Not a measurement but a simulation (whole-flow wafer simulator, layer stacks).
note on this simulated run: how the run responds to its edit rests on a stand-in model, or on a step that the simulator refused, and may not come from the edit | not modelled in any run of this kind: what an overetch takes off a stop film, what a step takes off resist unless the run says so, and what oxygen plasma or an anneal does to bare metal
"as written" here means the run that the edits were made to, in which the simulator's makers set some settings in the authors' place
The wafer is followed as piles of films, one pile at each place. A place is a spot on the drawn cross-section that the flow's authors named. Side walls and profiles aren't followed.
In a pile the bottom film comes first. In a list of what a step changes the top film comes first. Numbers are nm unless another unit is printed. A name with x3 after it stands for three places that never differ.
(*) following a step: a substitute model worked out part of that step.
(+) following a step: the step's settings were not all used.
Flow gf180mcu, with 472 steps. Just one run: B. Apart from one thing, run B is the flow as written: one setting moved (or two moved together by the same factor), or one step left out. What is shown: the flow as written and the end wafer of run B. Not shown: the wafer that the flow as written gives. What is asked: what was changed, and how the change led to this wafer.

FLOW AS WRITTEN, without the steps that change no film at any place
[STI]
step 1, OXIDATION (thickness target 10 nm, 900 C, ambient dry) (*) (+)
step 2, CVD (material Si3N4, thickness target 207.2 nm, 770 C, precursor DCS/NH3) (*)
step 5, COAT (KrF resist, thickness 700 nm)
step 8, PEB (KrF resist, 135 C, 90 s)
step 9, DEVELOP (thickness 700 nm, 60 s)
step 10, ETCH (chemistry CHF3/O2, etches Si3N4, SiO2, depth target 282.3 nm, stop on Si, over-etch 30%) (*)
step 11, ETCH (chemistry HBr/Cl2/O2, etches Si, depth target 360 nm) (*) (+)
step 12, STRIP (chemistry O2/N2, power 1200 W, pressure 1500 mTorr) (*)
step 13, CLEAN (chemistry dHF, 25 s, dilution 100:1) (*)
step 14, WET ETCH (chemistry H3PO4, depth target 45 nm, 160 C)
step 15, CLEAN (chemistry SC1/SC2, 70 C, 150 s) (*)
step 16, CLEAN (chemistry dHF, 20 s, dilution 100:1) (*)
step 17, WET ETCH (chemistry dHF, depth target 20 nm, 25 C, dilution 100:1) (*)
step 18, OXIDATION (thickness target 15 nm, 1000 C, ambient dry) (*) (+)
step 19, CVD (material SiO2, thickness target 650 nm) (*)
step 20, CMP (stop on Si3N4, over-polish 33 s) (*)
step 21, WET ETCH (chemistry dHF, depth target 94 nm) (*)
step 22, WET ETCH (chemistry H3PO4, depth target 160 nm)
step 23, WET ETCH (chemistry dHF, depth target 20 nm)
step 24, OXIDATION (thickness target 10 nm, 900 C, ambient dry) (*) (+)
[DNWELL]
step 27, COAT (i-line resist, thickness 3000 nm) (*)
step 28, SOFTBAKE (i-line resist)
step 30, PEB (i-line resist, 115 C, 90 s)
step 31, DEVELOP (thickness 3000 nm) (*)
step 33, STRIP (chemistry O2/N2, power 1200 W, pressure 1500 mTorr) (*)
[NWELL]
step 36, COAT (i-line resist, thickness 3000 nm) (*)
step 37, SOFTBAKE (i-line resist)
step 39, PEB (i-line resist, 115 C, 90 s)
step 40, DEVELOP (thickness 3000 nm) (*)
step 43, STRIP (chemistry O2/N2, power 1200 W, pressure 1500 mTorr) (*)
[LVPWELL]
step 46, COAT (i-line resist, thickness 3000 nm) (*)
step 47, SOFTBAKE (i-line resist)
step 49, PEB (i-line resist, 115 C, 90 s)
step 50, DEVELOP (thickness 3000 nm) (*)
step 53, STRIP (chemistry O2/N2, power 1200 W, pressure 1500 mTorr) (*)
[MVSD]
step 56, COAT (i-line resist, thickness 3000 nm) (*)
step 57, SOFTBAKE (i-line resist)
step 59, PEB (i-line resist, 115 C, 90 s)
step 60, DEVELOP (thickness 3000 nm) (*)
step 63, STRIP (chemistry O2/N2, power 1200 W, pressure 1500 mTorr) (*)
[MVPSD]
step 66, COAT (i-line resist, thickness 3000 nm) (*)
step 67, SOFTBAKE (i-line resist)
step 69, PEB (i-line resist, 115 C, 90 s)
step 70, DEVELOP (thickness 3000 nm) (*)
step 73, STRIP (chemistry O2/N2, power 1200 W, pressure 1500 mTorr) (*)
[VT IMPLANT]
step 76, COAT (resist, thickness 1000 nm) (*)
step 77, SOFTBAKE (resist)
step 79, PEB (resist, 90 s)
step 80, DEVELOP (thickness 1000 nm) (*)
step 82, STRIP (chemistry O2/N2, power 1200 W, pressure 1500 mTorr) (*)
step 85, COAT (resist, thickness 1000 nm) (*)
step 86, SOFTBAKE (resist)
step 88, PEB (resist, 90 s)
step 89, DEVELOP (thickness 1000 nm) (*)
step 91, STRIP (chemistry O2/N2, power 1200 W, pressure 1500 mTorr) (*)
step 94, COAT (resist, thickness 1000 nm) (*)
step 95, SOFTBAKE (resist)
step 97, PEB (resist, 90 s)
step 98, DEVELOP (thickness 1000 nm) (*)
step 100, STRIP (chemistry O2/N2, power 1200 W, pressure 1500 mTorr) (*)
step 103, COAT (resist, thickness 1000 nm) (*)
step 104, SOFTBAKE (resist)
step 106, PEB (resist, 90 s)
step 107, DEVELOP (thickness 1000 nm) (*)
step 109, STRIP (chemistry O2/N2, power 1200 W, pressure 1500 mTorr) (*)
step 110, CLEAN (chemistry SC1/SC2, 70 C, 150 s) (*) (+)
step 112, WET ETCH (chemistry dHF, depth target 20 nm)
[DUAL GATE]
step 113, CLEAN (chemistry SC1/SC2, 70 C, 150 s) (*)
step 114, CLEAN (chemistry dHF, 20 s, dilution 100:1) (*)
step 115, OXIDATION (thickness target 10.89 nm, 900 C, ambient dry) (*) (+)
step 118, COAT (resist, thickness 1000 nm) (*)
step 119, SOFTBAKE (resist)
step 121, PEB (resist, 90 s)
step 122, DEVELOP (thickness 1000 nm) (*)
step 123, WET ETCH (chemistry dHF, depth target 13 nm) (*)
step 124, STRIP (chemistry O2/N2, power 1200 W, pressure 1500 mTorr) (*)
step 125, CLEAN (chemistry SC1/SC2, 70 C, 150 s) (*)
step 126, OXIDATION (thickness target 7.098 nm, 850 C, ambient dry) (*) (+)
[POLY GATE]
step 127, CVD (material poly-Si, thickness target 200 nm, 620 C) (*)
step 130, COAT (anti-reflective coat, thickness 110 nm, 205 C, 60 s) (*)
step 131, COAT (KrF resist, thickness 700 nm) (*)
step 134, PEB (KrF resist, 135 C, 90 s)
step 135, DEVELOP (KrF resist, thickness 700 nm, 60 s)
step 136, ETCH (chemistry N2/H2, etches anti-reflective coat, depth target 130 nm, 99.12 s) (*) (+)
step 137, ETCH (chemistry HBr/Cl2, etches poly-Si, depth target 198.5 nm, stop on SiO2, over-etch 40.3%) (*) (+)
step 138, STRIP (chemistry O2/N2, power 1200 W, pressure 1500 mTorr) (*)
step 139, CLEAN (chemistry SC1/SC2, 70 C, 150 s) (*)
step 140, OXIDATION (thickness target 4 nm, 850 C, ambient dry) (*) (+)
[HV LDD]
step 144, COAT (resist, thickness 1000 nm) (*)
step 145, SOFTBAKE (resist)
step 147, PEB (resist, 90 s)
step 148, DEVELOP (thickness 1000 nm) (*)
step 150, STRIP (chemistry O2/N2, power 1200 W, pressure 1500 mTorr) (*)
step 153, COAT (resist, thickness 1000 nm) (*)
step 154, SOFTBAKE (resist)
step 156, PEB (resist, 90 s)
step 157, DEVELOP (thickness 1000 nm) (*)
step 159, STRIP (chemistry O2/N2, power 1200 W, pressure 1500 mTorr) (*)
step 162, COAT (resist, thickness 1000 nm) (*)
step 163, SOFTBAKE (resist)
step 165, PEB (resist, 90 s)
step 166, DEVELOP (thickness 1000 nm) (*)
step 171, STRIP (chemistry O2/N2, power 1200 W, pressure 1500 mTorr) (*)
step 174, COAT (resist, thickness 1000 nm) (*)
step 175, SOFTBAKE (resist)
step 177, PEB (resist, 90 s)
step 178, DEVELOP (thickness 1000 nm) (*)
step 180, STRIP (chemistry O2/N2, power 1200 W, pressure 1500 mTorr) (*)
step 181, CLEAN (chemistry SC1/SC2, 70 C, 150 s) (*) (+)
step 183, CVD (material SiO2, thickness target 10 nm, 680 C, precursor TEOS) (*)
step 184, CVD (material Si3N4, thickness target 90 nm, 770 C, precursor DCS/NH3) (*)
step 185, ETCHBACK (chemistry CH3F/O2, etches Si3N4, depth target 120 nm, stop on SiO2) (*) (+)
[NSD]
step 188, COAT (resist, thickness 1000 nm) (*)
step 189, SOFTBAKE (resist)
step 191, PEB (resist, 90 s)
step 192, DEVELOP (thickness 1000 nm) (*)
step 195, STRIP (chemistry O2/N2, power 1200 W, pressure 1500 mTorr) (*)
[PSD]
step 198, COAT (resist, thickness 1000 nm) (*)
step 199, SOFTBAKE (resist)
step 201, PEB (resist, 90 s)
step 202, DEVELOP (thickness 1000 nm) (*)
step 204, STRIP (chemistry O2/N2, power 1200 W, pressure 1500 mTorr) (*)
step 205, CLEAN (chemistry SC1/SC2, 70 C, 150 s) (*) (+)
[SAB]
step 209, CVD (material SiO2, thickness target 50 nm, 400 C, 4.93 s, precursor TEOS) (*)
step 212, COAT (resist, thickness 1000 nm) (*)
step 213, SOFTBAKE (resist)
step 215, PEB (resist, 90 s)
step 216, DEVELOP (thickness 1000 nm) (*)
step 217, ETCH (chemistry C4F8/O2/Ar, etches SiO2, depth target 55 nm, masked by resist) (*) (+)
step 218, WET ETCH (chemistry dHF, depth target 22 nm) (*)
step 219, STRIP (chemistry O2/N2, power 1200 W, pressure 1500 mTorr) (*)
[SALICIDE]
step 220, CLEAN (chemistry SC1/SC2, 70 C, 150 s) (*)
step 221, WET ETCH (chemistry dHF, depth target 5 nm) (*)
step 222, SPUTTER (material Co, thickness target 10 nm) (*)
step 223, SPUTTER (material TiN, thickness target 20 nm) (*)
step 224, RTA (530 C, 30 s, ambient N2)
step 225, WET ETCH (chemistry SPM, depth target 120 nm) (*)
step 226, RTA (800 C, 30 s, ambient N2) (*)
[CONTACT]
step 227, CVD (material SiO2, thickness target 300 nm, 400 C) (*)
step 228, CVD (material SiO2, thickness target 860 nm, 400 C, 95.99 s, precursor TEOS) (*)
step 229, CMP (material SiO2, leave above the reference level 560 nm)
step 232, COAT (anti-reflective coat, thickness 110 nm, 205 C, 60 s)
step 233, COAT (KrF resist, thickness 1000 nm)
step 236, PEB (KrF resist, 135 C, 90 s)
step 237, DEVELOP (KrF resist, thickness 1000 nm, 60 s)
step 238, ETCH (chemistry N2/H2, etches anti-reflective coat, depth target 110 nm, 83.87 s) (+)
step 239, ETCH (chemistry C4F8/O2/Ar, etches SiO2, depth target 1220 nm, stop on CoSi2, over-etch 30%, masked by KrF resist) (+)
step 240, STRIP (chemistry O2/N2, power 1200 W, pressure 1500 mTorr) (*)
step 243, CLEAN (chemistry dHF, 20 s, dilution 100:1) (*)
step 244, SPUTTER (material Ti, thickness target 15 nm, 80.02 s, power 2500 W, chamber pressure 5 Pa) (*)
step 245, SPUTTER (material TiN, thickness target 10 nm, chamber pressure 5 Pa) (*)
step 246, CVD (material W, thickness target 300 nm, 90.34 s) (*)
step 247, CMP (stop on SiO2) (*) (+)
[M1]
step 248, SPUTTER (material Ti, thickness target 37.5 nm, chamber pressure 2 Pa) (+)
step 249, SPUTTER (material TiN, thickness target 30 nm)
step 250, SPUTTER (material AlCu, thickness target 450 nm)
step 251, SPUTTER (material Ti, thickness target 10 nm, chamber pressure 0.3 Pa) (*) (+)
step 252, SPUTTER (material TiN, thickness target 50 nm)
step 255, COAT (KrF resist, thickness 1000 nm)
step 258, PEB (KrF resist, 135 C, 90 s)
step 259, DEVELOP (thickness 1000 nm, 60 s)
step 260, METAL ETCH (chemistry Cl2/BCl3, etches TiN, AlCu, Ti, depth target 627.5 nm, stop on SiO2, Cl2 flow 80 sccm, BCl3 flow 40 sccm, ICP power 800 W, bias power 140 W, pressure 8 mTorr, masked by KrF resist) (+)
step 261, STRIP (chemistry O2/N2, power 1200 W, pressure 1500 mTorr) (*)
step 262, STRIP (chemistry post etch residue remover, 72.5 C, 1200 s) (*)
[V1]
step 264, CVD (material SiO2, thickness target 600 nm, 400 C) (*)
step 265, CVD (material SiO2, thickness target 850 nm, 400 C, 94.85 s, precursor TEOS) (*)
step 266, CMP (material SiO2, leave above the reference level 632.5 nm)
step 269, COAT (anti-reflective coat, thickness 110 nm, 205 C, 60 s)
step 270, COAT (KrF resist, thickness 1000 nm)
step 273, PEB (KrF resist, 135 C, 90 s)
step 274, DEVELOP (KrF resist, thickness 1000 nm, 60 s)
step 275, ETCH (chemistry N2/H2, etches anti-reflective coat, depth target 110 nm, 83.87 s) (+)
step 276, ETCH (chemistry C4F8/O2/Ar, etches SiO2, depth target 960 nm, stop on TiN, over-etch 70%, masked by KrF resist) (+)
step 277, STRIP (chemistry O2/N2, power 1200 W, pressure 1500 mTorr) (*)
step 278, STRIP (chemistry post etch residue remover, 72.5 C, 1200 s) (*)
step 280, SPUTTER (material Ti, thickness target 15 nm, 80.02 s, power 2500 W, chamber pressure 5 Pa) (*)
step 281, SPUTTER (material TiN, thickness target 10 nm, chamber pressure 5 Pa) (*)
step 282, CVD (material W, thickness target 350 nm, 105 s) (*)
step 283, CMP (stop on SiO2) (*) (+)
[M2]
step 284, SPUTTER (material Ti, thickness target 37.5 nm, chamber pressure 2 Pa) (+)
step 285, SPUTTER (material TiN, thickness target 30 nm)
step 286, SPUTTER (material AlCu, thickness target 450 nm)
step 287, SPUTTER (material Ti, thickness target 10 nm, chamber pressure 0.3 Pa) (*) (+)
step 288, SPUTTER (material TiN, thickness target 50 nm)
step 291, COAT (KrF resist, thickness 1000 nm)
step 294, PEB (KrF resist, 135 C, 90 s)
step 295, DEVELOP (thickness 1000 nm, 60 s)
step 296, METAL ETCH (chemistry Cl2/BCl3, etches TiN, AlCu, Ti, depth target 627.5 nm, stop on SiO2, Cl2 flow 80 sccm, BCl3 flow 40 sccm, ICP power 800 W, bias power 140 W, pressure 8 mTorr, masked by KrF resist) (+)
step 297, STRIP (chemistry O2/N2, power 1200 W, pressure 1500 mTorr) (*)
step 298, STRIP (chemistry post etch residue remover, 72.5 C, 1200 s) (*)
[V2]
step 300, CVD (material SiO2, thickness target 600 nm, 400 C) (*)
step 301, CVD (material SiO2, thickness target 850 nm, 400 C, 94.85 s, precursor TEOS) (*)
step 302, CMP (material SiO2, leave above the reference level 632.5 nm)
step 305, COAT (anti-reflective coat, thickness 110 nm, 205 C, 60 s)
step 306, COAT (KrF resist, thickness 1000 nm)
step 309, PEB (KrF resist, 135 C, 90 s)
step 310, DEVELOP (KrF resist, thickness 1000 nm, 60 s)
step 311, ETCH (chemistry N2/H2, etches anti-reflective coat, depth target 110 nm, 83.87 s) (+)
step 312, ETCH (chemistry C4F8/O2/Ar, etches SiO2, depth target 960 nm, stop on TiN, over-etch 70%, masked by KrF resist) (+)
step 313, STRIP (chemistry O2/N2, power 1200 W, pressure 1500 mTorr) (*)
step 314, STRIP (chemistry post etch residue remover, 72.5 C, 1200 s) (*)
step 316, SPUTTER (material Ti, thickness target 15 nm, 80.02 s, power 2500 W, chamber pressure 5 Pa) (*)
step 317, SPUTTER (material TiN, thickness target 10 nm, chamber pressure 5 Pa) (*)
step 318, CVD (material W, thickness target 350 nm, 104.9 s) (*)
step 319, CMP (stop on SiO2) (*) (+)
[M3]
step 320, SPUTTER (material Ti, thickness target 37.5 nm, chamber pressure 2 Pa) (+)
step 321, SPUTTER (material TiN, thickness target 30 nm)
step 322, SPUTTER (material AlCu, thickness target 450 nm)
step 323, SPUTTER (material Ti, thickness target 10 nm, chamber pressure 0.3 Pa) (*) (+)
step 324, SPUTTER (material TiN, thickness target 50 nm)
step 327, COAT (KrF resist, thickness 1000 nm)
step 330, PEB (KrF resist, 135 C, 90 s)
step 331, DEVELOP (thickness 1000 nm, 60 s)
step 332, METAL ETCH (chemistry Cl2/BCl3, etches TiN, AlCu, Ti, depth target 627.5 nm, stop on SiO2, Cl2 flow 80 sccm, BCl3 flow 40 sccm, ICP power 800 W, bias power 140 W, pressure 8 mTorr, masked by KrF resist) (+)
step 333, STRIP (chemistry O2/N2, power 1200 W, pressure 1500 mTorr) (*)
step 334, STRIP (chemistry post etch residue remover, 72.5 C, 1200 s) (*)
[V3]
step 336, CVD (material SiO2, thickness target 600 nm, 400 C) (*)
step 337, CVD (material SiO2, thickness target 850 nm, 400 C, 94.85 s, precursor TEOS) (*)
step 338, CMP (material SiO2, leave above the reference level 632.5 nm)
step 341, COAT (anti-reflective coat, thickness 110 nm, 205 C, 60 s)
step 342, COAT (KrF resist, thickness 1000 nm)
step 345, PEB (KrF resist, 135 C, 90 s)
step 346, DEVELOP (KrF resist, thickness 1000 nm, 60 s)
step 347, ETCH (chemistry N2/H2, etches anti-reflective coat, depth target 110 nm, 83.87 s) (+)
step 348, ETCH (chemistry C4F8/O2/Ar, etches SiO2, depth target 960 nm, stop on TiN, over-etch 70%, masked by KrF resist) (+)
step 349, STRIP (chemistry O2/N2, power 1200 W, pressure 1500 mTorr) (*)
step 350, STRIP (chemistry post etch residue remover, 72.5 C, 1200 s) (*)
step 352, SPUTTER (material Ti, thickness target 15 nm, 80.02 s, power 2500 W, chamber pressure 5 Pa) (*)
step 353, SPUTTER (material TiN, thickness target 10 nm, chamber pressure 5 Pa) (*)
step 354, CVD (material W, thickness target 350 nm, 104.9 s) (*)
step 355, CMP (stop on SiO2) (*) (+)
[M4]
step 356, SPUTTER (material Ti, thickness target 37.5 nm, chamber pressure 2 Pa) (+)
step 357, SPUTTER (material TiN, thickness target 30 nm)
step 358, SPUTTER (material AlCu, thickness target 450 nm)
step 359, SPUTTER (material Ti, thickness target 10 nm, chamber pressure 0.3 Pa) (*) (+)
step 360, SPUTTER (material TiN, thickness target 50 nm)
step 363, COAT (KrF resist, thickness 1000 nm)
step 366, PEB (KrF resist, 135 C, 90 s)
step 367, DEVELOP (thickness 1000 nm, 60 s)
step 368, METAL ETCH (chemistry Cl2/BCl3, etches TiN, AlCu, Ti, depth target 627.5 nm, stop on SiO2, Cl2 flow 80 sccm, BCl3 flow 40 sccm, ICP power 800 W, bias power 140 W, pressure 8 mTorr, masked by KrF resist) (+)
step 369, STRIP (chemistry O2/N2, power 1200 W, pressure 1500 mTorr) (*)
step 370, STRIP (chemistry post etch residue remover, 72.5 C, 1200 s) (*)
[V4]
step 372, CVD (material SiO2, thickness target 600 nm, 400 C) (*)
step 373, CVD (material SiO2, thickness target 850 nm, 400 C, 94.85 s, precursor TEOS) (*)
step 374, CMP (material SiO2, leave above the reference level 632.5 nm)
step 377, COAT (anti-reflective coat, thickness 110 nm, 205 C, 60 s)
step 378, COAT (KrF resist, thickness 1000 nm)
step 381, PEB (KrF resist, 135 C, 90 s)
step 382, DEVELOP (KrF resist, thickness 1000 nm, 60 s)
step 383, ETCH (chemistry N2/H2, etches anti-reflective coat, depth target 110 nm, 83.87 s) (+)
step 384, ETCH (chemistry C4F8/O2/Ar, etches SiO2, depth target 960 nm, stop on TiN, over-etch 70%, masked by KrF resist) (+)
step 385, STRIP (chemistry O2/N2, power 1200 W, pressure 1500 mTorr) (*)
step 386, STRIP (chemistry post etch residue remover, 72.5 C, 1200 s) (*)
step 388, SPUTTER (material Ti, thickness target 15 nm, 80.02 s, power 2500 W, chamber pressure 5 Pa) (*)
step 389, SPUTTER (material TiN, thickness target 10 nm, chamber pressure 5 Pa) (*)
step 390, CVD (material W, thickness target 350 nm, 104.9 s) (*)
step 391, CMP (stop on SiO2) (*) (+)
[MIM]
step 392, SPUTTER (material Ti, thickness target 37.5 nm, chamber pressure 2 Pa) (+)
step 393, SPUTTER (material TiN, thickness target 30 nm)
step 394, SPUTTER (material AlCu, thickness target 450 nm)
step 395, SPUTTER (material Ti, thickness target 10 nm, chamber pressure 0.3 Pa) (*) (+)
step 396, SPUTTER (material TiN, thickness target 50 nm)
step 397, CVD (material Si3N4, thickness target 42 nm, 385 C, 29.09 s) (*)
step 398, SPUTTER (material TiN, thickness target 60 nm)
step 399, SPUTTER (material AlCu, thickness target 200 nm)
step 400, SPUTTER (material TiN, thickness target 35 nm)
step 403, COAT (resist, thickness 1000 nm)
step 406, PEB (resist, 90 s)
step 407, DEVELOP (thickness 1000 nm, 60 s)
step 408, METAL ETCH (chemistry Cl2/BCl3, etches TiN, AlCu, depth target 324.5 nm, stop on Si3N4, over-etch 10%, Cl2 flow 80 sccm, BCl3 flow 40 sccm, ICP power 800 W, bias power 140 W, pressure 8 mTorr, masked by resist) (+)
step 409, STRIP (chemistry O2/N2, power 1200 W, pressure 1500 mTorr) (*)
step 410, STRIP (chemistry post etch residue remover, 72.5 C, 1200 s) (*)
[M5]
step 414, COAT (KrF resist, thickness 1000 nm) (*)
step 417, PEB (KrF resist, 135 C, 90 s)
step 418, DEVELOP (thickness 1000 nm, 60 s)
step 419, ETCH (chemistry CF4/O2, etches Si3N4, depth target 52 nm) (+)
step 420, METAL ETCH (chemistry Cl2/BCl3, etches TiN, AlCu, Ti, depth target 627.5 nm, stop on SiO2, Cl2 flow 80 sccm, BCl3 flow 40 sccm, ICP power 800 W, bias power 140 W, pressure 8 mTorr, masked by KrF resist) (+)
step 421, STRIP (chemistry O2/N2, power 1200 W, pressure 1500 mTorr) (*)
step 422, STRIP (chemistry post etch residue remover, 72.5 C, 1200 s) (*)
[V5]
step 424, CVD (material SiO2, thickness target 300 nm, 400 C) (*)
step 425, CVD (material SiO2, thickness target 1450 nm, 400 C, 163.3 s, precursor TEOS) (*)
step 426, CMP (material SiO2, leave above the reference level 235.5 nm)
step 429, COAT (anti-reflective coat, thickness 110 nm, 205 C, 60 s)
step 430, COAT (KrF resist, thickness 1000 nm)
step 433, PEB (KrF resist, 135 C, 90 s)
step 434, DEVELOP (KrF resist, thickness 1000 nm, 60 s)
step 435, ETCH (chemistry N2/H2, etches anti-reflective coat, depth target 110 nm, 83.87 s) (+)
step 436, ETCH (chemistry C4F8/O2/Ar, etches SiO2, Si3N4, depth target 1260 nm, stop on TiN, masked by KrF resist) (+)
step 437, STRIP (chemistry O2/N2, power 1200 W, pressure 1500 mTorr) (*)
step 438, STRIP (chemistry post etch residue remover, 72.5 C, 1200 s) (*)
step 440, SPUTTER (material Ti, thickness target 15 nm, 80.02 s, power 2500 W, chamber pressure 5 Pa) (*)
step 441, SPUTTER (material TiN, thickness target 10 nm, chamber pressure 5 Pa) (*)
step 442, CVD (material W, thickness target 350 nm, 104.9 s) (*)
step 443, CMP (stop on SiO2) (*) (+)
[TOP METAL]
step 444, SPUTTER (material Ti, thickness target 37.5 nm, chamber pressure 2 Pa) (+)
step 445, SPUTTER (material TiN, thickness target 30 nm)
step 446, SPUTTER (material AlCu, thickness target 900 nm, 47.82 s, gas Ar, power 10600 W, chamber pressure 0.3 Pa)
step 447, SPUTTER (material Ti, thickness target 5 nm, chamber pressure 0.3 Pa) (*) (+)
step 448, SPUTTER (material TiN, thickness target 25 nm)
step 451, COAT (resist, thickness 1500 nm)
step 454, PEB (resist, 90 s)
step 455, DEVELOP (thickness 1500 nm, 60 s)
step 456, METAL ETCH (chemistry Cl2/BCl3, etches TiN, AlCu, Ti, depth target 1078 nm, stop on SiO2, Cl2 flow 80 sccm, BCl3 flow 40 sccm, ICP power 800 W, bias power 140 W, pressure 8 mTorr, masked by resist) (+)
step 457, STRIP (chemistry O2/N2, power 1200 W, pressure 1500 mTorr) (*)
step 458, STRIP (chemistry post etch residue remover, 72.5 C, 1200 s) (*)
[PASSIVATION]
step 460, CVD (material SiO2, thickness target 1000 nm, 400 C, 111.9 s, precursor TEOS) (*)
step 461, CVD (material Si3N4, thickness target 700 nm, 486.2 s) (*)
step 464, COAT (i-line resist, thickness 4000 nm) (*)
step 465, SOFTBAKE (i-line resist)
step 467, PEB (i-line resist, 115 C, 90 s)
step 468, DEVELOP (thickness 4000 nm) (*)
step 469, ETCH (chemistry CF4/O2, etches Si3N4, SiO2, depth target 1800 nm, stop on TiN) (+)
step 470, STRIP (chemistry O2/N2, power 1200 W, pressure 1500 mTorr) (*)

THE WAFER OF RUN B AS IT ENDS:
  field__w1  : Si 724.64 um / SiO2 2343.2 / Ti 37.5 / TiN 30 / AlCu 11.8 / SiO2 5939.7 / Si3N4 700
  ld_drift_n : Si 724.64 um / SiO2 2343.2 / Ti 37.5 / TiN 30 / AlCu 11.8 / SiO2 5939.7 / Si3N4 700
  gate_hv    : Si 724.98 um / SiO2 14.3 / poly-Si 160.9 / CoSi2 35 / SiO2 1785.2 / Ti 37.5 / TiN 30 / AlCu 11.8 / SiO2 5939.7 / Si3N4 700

Cause: step 286, SPUTTER: thickness target 585 nm was run, whereas the flow has thickness target 450 nm.

How this came from the change, step by step:
  step 286, SPUTTER (material AlCu, thickness target 450 nm)
      field, field__w1, field__w2 and 108 more: AlCu gains 585 (new film) (as written it would have been: AlCu gains 450 (new film))
  step 296, METAL ETCH (chemistry Cl2/BCl3, etches TiN, AlCu, Ti, depth target 627.5 nm, stop on SiO2, Cl2 flow 80 sccm, BCl3 flow 40 sccm, ICP power 800 W, bias power 140 W, pressure 8 mTorr, masked by KrF resist) (+)
      field, field__w1, field__w2 and 103 more: TiN loses 50 (all of it), Ti loses 10 (all of it), AlCu loses 567.5 (as written it would have been: TiN loses 50 (all of it), Ti loses 10 (all of it), AlCu loses 450 (all of it), TiN loses 30 (all of it), Ti loses 37.5 (all of it))
  step 298, STRIP (chemistry post etch residue remover, 72.5 C, 1200 s) (*)
      field, field__w1, field__w2 and 103 more: AlCu loses 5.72 (as written it would have been: nothing)
  step 300, CVD (material SiO2, thickness target 600 nm, 400 C) (*)
      field, field__w1, field__w2 and 103 more: SiO2 gains 600 (new film) (as written it would have been: SiO2 gains 600)
  step 302, CMP (material SiO2, leave above the reference level 632.5 nm)
      field, field__w1, field__w2 and 103 more: SiO2 loses 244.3 (as written it would have been: SiO2 loses 300)
Taking metal films that touch as one body, field__w1 has 1 body; the flow as written gives 0 bodies.
Taking metal films that touch as one body, ld_drift_n has 1 body; the flow as written gives 0 bodies.
Taking metal films that touch as one body, gate_hv has 2 bodies (between them, from the top down: SiO2 1785.2); the flow as written gives 1 body.
